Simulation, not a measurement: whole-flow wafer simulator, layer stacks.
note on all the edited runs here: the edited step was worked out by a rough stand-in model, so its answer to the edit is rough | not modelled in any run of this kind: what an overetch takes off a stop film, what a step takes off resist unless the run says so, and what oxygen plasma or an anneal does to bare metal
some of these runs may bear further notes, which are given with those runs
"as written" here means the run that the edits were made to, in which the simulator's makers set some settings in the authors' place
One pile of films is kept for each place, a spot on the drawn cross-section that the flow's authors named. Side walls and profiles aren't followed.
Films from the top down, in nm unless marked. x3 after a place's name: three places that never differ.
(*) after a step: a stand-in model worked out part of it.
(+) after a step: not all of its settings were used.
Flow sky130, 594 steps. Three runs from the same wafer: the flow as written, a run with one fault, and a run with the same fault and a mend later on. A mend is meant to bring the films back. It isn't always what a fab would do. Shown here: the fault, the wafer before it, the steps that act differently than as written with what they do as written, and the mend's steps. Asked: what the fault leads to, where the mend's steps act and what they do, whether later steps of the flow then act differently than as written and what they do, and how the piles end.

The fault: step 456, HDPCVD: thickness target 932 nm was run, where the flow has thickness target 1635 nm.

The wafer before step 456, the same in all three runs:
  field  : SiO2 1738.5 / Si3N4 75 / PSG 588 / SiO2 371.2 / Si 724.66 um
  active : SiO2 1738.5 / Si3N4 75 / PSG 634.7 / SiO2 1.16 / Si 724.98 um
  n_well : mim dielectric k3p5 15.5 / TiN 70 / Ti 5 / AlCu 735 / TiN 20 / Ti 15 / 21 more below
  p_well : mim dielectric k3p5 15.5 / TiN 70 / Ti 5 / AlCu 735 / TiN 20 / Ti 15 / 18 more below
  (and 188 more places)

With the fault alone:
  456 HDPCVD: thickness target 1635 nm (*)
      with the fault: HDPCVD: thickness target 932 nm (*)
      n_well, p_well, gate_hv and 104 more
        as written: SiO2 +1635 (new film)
        with the fault: SiO2 +932 (new film)
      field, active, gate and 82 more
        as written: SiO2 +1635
        with the fault: SiO2 +932
  Later steps of the flow that act differently than as written (20 more steps differ only slightly, by at most 2% or 0.5 nm, whichever is larger, and aren't shown):
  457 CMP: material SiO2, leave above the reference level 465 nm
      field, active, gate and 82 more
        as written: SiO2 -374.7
        with the fault: nothing
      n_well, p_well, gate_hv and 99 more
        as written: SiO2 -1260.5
        with the fault: SiO2 -557.5
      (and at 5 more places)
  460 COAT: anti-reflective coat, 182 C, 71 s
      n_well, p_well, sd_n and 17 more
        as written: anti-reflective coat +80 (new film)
        with the fault: anti-reflective coat +3 (new film)
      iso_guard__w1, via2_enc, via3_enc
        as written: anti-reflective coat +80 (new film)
        with the fault: anti-reflective coat +11.1 (new film)
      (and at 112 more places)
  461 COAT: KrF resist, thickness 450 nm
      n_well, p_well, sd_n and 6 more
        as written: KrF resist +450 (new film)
        with the fault: KrF resist +178.7 (new film)
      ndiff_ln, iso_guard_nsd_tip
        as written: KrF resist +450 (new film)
        with the fault: KrF resist +502.7 (new film)
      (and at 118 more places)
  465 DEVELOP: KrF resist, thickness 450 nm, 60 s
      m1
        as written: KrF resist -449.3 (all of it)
        with the fault: KrF resist -324.2 (all of it)
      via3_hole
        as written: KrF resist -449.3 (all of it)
        with the fault: KrF resist -219.4 (all of it)
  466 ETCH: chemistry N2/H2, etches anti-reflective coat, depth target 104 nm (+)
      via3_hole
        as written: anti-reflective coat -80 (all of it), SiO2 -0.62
        with the fault: anti-reflective coat -30.7 (all of it)
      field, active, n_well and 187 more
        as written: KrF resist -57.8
        with the fault: KrF resist -17
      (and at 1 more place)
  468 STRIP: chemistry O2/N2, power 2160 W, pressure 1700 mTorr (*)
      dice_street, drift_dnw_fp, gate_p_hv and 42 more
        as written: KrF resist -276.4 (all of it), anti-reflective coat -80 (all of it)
        with the fault: KrF resist -317.2 (all of it), anti-reflective coat -80 (all of it)
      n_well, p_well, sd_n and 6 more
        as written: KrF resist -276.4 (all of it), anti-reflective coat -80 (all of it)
        with the fault: KrF resist -46.3 (all of it), anti-reflective coat -3 (all of it)
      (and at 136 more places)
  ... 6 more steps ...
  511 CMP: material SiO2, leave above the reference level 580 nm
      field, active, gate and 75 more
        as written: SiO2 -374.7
        with the fault: SiO2 -393.2
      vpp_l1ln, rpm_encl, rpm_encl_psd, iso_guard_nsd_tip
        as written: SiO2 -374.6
        with the fault: SiO2 -393.2
  At the end the piles differ from the flow's by more than 2% or 0.5 nm, whichever is larger, at field, active, gate and 84 more.
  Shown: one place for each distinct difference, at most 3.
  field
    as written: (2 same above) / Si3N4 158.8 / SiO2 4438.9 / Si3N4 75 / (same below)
    with the fault: (2 same above) / Si3N4 158.8 / SiO2 1451.3 / W 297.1 / TiN 20 / SiO2 2670.5 / Si3N4 75 / (same below)
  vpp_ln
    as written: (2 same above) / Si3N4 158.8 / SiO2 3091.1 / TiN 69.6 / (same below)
    with the fault: (2 same above) / Si3N4 158.8 / SiO2 1451.3 / W 297.1 / TiN 20 / SiO2 1322.7 / TiN 69.6 / (same below)
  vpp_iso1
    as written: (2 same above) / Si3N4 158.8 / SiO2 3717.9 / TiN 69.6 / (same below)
    with the fault: (2 same above) / Si3N4 158.8 / SiO2 1451.3 / W 297.1 / TiN 20 / SiO2 1949.5 / TiN 69.6 / (same below)

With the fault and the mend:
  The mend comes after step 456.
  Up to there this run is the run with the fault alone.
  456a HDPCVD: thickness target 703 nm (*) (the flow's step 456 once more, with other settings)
      field, active, n_well and 189 more
        SiO2 +703
  No later step of the flow acts differently than as written at any place that is followed.
  At the end the piles are the same as the flow's at every place that both follow.
